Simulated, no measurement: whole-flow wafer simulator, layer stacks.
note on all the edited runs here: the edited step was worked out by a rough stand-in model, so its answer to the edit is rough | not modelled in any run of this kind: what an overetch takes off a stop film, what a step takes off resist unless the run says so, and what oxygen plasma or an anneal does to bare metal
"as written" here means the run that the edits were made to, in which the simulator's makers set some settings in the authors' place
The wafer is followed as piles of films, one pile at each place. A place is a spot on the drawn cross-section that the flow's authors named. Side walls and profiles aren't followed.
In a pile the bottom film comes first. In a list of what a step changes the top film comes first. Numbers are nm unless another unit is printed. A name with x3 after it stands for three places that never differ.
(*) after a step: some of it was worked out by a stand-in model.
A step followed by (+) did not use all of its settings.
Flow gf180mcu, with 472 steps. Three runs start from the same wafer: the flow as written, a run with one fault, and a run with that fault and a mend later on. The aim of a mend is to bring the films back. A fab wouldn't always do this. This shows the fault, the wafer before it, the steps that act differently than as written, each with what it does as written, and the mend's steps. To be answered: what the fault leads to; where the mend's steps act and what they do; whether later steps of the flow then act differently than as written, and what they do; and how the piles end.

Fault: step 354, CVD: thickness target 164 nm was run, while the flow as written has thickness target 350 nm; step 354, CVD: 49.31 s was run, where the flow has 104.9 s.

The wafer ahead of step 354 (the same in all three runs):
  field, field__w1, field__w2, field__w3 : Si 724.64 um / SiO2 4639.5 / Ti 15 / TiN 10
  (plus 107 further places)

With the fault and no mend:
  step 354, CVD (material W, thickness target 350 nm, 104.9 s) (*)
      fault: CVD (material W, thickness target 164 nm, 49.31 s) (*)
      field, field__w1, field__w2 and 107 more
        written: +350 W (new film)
        fault: +166.1 W (new film)
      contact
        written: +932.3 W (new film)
        fault: +748.4 W (new film)
  Steps later in the flow that act otherwise than as written:
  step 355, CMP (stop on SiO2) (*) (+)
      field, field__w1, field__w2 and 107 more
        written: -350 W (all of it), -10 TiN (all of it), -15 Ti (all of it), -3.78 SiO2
        fault: -166.1 W (all of it), -10 TiN (all of it), -15 Ti (all of it), -1.93 SiO2
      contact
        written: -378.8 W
        fault: -193 W
  At the end the piles are close to the flow's at the places that both follow, differing by at most 2% or 0.5 nm, whichever is larger.

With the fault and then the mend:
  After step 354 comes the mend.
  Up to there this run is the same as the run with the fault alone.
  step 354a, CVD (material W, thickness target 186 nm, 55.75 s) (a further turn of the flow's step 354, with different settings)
      field, field__w1, field__w2 and 108 more
        +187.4 W
  Every later step of the flow that is run acts as written, at every place that is followed, to within 2% or 0.5 nm, whichever is larger.
  At the end the piles are close to the flow's at the places that both follow, differing by at most 2% or 0.5 nm, whichever is larger.
